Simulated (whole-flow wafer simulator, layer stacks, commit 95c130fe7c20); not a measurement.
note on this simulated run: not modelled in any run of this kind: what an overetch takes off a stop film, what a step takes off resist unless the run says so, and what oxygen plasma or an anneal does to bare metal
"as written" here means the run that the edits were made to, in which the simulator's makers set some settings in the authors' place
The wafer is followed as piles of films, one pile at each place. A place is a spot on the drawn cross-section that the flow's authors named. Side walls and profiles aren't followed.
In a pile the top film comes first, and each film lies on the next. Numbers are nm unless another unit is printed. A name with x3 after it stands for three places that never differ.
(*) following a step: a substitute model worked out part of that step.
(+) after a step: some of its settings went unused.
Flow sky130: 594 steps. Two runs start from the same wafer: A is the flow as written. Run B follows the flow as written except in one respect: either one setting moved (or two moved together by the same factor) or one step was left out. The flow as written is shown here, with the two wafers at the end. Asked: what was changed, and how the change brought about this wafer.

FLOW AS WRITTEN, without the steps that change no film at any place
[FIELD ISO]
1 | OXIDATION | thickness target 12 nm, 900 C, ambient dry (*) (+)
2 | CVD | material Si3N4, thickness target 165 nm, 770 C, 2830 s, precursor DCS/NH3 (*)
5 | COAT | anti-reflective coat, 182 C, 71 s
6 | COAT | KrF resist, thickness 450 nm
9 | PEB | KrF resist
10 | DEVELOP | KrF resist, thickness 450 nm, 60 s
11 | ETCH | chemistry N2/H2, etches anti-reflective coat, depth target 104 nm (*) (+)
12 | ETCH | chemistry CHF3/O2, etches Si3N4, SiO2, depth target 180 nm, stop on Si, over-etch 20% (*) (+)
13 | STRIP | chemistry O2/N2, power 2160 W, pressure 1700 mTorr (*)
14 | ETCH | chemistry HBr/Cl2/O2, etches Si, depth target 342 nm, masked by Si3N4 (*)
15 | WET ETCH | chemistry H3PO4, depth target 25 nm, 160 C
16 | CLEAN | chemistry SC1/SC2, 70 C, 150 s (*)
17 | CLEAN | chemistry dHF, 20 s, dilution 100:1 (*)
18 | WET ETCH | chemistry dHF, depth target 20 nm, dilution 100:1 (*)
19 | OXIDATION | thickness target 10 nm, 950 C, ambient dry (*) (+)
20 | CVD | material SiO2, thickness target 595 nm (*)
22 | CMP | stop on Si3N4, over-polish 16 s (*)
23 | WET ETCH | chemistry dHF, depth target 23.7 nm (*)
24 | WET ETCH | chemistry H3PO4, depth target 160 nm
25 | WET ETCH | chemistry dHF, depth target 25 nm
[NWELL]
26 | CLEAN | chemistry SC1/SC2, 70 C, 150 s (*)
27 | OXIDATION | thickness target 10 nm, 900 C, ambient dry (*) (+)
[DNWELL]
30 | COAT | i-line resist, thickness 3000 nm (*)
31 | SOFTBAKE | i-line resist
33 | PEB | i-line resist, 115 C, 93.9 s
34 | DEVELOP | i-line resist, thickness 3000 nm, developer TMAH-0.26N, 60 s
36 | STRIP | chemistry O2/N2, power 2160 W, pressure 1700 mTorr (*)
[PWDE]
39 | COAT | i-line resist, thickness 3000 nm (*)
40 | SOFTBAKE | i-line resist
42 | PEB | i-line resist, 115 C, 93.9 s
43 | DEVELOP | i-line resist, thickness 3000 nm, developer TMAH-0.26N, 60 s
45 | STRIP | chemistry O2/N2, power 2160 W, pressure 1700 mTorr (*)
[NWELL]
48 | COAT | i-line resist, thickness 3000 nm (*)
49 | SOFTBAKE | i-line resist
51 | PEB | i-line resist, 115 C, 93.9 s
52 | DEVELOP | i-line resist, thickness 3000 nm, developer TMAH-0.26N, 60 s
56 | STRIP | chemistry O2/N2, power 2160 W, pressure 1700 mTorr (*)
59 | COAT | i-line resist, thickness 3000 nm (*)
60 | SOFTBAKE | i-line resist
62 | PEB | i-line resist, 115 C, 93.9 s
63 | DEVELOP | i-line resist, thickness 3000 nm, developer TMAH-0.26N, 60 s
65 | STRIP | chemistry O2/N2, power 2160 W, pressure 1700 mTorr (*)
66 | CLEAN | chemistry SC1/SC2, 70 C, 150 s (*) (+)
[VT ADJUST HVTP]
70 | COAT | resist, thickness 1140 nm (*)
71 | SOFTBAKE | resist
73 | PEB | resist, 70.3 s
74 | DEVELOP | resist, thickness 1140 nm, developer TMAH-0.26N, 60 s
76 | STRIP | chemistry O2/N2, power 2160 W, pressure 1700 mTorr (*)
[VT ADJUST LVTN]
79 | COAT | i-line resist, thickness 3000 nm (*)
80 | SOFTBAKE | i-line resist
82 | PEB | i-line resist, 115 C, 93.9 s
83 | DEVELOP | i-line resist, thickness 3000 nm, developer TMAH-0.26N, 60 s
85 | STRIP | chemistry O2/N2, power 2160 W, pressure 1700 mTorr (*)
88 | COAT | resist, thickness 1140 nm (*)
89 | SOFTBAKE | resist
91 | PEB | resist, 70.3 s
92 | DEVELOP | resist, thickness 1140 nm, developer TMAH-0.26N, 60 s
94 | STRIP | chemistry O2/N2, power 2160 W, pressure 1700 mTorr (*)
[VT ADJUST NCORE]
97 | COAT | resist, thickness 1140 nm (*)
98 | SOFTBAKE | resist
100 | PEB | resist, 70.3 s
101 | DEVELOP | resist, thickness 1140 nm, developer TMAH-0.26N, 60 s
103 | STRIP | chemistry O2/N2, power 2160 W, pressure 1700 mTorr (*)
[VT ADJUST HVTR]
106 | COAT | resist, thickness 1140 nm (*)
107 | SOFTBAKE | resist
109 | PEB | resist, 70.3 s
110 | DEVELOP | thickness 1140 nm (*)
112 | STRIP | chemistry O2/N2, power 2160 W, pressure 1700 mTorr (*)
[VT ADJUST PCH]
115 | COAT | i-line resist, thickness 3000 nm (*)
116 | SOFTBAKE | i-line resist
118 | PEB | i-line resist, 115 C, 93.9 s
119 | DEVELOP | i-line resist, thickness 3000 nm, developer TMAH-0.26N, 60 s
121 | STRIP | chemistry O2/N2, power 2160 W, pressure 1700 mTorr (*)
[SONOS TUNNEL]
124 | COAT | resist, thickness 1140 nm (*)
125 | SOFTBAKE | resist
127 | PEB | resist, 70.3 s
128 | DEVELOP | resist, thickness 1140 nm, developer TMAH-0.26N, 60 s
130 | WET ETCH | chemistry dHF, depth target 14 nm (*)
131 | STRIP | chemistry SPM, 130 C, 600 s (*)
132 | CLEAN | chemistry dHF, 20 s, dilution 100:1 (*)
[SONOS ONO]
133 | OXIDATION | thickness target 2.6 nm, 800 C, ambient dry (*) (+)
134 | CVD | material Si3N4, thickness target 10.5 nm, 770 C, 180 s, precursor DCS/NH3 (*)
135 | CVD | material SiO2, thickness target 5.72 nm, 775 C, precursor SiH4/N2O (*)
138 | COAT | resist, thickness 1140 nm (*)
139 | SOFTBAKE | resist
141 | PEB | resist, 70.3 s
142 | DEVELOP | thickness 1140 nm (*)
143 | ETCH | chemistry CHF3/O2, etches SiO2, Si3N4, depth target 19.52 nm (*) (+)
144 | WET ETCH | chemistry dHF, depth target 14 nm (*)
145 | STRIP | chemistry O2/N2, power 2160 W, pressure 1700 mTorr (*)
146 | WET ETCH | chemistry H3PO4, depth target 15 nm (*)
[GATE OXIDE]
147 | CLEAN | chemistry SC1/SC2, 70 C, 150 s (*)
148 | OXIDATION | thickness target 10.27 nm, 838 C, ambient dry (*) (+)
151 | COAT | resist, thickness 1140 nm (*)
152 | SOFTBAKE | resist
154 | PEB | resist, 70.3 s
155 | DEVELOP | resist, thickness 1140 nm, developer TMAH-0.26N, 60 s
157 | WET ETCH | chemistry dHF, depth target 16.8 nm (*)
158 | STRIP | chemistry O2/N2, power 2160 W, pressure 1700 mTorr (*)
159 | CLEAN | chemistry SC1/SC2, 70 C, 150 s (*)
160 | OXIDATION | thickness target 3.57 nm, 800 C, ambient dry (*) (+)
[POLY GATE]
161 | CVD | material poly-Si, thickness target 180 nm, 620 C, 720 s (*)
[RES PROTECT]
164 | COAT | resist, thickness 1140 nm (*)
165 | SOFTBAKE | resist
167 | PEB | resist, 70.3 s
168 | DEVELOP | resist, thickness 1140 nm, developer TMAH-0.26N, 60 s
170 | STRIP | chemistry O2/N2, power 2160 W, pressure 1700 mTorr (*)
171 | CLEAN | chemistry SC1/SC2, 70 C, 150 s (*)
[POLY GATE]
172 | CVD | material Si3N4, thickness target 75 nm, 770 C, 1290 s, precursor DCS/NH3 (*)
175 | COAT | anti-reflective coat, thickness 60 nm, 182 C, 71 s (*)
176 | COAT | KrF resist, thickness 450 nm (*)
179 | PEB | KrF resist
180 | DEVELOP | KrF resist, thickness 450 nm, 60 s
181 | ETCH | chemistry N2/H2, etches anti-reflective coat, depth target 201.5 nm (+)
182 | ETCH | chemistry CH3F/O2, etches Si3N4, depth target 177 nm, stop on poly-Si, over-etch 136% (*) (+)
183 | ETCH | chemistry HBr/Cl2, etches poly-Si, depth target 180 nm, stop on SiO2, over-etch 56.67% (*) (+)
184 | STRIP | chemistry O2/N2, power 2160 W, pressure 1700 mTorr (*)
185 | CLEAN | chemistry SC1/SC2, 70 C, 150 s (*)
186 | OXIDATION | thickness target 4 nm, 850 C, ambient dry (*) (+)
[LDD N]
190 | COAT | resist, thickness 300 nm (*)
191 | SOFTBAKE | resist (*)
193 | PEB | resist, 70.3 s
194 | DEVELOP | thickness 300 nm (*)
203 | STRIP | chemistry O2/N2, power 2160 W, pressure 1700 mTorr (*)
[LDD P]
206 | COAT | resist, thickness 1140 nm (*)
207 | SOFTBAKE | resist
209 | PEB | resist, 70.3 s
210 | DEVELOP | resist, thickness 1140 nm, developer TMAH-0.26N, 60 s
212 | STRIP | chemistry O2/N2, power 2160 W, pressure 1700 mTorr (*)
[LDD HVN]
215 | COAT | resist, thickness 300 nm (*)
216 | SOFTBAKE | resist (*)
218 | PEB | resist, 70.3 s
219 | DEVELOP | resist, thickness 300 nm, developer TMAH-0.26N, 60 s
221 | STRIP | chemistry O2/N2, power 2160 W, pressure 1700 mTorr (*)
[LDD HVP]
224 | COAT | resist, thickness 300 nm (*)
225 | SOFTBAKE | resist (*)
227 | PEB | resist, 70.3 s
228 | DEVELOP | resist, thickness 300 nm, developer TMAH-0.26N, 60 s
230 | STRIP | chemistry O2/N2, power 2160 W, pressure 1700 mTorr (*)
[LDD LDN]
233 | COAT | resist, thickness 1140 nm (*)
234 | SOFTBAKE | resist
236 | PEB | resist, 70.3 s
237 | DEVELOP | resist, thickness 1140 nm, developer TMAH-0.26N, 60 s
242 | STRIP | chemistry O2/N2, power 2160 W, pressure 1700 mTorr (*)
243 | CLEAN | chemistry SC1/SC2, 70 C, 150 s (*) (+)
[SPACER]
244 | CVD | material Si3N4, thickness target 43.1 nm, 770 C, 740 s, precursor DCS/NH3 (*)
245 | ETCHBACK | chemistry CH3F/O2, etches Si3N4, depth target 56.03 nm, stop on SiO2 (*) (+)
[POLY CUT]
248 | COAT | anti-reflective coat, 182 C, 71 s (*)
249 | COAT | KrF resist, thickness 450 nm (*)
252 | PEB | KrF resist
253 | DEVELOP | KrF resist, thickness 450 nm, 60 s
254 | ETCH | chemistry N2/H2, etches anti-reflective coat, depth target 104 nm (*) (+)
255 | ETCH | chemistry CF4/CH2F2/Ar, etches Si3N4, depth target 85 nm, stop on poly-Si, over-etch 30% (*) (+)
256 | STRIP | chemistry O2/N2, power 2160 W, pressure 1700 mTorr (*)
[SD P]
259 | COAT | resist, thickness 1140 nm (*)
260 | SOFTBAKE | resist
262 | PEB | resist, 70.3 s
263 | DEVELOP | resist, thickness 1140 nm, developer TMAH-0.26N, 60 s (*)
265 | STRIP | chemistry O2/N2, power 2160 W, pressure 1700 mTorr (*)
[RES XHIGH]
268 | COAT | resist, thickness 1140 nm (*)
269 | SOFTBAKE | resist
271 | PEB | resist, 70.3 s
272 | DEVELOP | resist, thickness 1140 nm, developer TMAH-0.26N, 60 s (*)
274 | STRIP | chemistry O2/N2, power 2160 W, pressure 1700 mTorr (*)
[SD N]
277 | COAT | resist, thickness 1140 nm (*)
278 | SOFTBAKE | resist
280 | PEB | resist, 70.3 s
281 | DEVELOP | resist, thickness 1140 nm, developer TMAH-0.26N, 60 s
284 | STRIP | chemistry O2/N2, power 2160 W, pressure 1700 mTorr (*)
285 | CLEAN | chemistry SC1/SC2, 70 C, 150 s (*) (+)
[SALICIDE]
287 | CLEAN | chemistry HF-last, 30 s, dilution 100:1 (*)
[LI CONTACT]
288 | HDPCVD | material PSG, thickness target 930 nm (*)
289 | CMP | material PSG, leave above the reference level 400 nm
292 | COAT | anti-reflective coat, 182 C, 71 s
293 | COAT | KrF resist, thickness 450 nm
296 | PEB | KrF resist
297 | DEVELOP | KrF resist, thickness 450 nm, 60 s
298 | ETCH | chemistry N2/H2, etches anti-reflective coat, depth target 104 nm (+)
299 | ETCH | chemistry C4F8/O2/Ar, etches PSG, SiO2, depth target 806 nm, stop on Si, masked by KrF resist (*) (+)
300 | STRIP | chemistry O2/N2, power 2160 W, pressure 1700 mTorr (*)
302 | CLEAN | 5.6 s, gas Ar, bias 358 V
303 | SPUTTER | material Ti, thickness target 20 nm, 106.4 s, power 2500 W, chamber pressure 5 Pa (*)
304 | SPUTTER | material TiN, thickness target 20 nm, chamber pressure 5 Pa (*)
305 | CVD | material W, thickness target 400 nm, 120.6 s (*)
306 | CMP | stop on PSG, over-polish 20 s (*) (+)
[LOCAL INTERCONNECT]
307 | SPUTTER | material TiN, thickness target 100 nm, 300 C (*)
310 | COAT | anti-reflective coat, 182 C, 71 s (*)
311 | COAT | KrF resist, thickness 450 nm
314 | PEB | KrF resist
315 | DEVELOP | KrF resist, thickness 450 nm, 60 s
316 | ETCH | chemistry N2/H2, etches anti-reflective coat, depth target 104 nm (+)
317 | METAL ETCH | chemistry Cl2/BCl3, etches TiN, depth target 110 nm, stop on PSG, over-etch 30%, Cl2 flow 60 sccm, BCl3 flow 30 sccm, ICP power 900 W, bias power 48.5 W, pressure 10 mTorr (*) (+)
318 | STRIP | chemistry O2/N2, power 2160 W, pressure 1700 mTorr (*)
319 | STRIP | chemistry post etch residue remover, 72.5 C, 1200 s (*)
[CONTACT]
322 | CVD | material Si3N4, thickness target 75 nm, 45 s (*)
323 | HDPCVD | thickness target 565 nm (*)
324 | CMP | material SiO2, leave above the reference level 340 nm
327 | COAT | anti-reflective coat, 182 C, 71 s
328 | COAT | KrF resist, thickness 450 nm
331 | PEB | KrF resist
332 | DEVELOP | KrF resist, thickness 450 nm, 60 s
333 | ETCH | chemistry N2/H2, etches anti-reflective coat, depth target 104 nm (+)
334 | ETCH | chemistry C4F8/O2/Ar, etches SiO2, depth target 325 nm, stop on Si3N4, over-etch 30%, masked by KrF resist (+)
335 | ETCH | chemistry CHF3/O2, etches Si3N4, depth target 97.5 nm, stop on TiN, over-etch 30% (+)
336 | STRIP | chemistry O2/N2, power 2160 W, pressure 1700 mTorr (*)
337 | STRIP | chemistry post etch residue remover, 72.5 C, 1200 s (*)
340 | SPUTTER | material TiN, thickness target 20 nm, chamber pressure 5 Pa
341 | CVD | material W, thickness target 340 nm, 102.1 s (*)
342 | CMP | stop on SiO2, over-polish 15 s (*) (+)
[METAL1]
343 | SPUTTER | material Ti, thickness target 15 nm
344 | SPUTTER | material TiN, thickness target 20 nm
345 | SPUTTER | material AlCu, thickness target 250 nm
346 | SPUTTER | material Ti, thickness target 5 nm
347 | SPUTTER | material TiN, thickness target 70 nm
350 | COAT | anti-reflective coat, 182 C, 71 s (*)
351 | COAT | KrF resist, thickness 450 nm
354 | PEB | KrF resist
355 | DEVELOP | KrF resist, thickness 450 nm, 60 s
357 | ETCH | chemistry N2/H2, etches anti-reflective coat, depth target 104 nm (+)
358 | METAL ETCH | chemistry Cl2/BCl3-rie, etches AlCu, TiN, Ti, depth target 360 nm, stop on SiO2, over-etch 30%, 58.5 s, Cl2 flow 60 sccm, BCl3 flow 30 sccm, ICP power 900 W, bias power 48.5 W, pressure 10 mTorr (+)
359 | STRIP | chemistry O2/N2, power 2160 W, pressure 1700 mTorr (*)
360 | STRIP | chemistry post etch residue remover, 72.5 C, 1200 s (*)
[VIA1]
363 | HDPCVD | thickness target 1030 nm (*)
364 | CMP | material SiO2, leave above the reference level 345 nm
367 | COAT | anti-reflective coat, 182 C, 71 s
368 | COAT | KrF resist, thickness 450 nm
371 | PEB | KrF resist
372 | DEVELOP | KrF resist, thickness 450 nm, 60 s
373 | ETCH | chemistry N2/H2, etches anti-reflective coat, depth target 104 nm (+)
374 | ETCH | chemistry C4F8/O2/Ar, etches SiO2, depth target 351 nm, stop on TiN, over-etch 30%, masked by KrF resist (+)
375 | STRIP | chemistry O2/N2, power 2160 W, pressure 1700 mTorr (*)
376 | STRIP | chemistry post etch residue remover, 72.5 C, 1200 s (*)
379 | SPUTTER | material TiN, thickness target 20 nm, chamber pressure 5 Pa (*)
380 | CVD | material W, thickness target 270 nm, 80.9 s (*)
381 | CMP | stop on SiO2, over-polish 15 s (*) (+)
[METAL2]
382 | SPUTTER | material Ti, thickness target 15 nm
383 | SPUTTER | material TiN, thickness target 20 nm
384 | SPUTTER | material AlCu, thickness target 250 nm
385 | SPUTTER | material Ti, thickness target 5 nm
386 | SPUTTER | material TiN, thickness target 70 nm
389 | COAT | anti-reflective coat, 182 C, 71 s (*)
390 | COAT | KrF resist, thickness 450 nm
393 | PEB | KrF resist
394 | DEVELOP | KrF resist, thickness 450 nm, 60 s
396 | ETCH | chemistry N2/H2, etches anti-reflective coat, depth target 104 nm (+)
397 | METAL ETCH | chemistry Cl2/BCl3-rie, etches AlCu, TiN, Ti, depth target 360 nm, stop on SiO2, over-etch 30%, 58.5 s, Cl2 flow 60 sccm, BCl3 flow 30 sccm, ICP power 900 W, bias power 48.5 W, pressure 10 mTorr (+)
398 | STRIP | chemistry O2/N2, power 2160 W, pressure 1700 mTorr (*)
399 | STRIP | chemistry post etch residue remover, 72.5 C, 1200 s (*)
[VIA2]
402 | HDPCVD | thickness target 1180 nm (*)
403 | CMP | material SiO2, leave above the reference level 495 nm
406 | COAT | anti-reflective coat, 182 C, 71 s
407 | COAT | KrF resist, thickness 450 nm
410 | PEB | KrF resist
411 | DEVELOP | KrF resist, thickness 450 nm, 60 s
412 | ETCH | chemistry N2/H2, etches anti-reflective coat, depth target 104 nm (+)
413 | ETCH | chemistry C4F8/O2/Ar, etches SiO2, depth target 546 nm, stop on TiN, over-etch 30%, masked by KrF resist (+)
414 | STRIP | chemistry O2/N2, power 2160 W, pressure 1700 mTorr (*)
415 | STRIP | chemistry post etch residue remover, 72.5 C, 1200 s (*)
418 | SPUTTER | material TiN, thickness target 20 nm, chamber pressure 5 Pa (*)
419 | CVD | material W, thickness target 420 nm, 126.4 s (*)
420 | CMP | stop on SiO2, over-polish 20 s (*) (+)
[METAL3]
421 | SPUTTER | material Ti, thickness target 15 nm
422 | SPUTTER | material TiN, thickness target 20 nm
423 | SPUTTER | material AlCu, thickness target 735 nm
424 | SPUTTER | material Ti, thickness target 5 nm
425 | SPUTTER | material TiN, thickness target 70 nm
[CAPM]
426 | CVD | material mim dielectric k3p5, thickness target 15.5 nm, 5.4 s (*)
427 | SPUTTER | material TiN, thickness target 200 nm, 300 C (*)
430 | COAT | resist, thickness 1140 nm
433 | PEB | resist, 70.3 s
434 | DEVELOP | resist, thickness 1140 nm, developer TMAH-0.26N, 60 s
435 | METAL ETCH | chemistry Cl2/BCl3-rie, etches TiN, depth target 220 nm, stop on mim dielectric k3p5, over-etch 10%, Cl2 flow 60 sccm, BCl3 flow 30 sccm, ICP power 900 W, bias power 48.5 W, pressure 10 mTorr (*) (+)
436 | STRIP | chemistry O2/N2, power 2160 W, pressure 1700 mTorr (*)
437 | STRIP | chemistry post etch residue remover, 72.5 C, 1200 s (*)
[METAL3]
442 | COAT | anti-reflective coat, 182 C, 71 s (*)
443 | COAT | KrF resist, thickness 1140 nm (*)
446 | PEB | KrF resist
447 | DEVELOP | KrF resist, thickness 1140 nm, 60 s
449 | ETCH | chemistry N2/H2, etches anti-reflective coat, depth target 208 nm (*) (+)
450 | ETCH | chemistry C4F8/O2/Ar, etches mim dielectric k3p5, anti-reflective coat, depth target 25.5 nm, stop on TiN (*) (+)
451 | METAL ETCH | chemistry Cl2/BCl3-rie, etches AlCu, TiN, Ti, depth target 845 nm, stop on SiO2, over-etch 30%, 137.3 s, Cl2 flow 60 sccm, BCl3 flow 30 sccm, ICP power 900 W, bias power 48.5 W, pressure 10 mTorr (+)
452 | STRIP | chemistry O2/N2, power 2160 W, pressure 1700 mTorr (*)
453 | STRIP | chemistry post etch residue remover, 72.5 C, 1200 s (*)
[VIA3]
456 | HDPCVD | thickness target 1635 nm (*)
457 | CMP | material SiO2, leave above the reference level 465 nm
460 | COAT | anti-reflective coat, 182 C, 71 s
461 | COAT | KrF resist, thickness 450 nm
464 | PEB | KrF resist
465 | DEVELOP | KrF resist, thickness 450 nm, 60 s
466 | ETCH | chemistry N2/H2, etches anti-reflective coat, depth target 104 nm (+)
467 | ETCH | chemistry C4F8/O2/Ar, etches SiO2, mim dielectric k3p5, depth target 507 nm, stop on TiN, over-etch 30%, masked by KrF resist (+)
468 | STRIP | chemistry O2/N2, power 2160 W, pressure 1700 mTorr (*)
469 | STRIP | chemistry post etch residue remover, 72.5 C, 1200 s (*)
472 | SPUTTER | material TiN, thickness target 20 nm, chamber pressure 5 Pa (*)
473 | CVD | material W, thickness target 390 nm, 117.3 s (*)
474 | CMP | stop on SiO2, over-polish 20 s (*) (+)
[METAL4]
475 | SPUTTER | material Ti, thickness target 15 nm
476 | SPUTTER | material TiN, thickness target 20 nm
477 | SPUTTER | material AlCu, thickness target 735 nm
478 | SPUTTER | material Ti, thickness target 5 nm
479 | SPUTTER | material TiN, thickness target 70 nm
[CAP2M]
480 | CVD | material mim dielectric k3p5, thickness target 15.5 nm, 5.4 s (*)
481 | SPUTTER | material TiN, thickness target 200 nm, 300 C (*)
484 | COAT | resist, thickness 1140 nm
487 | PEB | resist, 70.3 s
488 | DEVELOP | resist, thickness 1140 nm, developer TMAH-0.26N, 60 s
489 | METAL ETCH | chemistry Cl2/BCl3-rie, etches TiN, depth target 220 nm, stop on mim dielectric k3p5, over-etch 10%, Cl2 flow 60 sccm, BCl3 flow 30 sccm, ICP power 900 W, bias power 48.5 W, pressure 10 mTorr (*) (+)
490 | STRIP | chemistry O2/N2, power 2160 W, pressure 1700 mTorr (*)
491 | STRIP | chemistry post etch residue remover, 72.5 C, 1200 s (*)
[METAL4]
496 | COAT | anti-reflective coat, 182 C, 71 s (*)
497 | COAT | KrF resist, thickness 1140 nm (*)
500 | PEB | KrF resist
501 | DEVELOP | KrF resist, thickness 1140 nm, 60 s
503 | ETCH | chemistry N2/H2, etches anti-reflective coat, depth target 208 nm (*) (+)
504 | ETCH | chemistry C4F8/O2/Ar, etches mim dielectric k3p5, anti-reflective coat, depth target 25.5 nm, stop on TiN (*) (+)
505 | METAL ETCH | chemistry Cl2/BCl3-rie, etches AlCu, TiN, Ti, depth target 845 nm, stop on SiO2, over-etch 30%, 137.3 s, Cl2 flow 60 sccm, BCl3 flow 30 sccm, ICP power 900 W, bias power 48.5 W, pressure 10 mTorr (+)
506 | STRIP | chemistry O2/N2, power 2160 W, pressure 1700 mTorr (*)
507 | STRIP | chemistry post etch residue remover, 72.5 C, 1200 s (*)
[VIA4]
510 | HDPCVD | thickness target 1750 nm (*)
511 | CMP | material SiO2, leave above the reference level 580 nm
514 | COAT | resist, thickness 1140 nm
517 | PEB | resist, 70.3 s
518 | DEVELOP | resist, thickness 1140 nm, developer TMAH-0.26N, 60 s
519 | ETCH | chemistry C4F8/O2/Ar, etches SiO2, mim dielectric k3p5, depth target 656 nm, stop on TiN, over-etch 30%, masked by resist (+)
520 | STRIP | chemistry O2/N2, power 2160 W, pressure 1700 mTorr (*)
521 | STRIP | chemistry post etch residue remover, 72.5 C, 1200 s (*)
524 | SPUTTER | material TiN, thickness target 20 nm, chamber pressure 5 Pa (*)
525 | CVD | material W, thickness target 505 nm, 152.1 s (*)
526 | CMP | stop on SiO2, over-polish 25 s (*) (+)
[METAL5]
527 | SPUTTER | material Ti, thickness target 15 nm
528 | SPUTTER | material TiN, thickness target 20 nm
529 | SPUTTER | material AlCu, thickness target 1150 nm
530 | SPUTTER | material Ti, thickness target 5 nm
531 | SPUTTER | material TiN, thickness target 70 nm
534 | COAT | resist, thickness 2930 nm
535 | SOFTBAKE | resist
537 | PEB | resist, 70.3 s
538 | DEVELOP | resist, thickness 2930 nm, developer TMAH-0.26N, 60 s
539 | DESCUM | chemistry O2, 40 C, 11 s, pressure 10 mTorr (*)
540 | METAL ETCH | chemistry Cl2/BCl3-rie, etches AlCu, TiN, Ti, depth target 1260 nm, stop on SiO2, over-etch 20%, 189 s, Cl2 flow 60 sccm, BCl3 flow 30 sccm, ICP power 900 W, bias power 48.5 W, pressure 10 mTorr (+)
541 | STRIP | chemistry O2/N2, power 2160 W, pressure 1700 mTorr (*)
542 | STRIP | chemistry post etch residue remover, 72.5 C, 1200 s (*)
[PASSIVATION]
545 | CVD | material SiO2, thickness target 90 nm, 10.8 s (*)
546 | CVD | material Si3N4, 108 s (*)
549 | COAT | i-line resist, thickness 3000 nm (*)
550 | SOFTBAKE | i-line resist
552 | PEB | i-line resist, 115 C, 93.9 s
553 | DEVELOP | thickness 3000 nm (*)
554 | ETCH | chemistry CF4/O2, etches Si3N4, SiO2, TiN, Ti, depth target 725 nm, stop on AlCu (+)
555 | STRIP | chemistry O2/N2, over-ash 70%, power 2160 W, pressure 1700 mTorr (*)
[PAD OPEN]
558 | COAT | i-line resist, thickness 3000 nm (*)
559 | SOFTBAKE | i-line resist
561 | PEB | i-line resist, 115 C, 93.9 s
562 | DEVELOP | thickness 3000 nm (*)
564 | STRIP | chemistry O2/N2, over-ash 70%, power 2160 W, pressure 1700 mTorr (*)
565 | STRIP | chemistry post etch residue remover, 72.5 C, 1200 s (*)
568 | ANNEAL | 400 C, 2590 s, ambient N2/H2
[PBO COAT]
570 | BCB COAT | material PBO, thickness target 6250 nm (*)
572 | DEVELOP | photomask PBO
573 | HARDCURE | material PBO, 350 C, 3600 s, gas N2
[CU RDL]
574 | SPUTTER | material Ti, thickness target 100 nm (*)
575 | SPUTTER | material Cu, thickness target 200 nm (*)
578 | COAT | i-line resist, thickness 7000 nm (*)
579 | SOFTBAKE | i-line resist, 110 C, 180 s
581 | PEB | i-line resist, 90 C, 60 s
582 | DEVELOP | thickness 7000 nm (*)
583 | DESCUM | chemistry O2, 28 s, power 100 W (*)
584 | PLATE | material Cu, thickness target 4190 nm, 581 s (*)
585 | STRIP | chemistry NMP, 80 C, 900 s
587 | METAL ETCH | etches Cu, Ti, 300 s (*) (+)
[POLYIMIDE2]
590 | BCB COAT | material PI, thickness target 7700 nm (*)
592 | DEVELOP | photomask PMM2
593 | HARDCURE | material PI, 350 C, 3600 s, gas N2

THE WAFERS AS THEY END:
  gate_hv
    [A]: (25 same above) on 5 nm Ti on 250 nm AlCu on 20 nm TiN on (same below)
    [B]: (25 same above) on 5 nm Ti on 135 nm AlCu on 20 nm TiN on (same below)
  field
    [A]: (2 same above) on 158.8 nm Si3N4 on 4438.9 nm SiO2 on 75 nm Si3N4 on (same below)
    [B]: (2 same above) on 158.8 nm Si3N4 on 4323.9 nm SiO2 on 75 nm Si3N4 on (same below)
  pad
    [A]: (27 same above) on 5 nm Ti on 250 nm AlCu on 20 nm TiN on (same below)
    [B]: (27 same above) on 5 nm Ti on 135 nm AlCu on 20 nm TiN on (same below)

Cause: step 345, SPUTTER: thickness target 135 nm was run, though the flow has thickness target 250 nm.
One can read it off the wafer: gate_hv has AlCu 135, and step 345 as written asks for 250 nm.

Step by step, how the change led to this:
  345 | SPUTTER | material AlCu, thickness target 250 nm
      field, active, n_well and 188 more: A AlCu gains 250 (new film) | B AlCu gains 135 (new film)
  358 | METAL ETCH | chemistry Cl2/BCl3-rie, etches AlCu, TiN, Ti, depth target 360 nm, stop on SiO2, over-etch 30%, 58.5 s, Cl2 flow 60 sccm, BCl3 flow 30 sccm, ICP power 900 W, bias power 48.5 W, pressure 10 mTorr (+)
      field, active, gate and 81 more: A TiN loses 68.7 (all of it), Ti loses 5 (all of it), AlCu loses 250 (all of it), TiN loses 20 (all of it), Ti loses 15 (all of it), SiO2 loses 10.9 | B TiN loses 68.7 (all of it), Ti loses 5 (all of it), AlCu loses 135 (all of it), TiN loses 20 (all of it), Ti loses 15 (all of it), SiO2 loses 22.4
  364 | CMP | material SiO2, leave above the reference level 345 nm
      field, active, gate and 81 more: A SiO2 loses 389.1 | B SiO2 loses 492.6
